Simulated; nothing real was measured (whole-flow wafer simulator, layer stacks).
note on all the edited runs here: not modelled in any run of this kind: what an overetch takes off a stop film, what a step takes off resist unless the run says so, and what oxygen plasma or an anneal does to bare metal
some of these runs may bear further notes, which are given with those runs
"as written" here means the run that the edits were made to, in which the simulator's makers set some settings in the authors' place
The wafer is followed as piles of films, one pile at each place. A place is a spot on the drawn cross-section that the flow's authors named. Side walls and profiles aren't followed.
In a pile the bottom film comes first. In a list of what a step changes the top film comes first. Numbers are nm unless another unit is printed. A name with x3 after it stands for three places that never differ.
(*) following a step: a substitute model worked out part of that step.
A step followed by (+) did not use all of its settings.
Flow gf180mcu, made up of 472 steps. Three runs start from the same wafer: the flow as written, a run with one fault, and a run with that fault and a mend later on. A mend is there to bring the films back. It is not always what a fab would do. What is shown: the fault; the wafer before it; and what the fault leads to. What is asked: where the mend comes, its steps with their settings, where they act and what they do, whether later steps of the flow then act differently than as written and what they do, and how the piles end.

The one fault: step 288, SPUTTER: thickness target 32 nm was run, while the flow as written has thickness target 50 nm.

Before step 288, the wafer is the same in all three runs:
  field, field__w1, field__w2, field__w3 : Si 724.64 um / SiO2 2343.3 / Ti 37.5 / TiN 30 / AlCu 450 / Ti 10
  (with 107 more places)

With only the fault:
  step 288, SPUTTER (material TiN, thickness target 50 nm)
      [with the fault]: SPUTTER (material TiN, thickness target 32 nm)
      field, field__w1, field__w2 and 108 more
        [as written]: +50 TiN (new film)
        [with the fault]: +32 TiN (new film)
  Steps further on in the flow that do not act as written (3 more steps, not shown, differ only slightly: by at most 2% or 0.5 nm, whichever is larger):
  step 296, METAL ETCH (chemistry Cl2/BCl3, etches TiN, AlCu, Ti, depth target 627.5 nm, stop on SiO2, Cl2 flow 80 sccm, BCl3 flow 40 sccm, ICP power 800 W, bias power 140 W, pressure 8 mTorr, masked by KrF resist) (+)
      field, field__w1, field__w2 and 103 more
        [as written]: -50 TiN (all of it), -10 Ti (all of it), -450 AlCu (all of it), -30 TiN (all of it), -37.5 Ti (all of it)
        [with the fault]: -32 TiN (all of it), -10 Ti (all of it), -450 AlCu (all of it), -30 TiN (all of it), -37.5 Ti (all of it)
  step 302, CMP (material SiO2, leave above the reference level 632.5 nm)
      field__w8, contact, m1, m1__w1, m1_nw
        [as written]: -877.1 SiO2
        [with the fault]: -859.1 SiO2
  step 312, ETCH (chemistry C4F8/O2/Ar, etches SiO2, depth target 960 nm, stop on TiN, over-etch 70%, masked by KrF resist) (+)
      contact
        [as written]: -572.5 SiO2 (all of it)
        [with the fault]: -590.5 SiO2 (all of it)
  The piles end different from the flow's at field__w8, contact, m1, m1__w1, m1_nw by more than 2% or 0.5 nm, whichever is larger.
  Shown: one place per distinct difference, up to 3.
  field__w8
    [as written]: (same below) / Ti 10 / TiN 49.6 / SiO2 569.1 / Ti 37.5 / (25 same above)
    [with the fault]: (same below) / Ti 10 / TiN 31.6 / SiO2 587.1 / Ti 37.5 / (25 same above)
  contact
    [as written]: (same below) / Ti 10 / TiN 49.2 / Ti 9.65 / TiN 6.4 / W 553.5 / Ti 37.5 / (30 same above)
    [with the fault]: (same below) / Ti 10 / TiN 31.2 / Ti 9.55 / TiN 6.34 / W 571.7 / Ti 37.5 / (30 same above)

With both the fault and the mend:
  The mend stands after step 295.
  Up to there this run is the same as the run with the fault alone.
  step 295a, STRIP (chemistry O2/N2, power 2160 W, pressure 1700 mTorr) (*)
      field__w8, contact, m1, m1__w1, m1_nw
        -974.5 KrF resist (all of it)
  step 295b, SPUTTER (material TiN, thickness target 18 nm) (the flow's step 288 again, with other settings)
      field, field__w1, field__w2 and 108 more
        +18 TiN
  step 295c, HMDS (120 C, 60 s) (the flow's step 290 again)
      leaves every film unchanged at each place that is followed
  step 295d, COAT (KrF resist, thickness 1000 nm) (the flow's step 291 again)
      field, field__w1, field__w2 and 108 more
        +1000 KrF resist (new film)
  step 295e, SOFTBAKE (KrF resist) (the flow's step 292 again)
      leaves every film unchanged at each place that is followed
  step 295f, EXPOSE (photomask Metal2) (the flow's step 293 again)
      leaves every film unchanged at each place that is followed
  step 295g, PEB (KrF resist, 135 C, 90 s) (the flow's step 294 again)
      field, field__w1, field__w2 and 108 more
        -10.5 KrF resist
  step 295h, DEVELOP (thickness 1000 nm, 60 s) (the flow's step 295 again)
      field, field__w1, field__w2 and 103 more
        -989.5 KrF resist (all of it)
      field__w8, contact, m1, m1__w1, m1_nw
        -14.9 KrF resist
  Every later step of the flow that is run acts as written at every place that is followed.
  By the end, the piles equal the flow's at every place that both follow.
